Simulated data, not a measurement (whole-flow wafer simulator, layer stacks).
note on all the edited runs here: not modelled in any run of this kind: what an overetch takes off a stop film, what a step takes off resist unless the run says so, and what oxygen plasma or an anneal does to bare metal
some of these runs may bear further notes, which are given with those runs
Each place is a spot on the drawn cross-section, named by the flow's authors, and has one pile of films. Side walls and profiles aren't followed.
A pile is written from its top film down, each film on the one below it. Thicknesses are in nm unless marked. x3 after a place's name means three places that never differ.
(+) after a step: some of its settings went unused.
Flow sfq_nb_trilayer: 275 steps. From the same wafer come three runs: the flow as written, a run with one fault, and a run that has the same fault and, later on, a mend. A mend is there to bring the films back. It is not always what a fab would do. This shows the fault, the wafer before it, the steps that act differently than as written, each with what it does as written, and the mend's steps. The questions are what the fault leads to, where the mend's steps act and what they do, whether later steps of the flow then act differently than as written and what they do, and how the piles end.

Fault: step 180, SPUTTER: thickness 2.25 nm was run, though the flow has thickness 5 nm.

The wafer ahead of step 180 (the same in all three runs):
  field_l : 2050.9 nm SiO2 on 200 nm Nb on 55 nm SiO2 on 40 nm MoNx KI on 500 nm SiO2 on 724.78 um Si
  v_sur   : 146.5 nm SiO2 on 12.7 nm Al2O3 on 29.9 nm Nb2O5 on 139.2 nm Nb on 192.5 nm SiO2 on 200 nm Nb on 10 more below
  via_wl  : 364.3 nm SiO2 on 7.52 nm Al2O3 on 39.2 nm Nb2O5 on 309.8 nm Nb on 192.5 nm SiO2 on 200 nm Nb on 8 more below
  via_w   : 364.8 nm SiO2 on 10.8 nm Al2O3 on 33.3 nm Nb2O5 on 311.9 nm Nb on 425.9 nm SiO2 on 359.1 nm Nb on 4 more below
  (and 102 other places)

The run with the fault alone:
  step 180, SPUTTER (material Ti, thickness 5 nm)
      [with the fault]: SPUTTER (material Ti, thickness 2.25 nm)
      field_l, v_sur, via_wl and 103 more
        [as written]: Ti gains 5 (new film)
        [with the fault]: Ti gains 2.25 (new film)
  Later steps of the flow acting differently than as written (20 other steps are not shown; they differ only slightly, by no more than 2% or 0.5 nm, whichever is larger):
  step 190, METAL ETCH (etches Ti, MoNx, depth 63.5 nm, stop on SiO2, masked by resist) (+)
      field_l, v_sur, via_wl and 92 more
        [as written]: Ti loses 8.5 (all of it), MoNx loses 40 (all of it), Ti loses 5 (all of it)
        [with the fault]: Ti loses 8.5 (all of it), MoNx loses 40 (all of it), Ti loses 2.25 (all of it)
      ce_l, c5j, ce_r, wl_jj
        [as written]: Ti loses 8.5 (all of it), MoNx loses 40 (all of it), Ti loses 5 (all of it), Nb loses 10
        [with the fault]: Ti loses 8.5 (all of it), MoNx loses 40 (all of it), Ti loses 2.25 (all of it), Nb loses 12.8
  By the end, the piles at be_r, r_sur, res, r_end, r5r_line_l, r5r_line_c, r5r_line_r depart from the flow's by more than 2% or 0.5 nm, whichever is larger.
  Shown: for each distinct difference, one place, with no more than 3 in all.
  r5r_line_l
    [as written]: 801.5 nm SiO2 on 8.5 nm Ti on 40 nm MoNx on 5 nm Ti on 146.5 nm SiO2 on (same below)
    [with the fault]: 804.2 nm SiO2 on 8.5 nm Ti on 40 nm MoNx on 2.25 nm Ti on 146.5 nm SiO2 on (same below)
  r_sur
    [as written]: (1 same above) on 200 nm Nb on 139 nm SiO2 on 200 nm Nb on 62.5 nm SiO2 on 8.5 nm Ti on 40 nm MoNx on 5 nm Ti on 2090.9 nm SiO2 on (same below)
    [with the fault]: (1 same above) on 200 nm Nb on 141.8 nm SiO2 on 200 nm Nb on 62.5 nm SiO2 on 8.5 nm Ti on 40 nm MoNx on 2.25 nm Ti on 2090.9 nm SiO2 on (same below)
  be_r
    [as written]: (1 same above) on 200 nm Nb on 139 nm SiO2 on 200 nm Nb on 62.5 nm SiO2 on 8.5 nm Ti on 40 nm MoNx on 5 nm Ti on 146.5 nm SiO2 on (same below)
    [with the fault]: (1 same above) on 200 nm Nb on 141.8 nm SiO2 on 200 nm Nb on 62.5 nm SiO2 on 8.5 nm Ti on 40 nm MoNx on 2.25 nm Ti on 146.5 nm SiO2 on (same below)

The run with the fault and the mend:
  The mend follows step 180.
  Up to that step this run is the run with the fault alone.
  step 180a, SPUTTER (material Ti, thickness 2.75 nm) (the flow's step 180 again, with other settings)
      field_l, v_sur, via_wl and 103 more
        Ti gains 2.75
  Every later step of the flow that is run acts as written at every place that is followed.
  At every place that both follow, the piles at the end match the flow's.
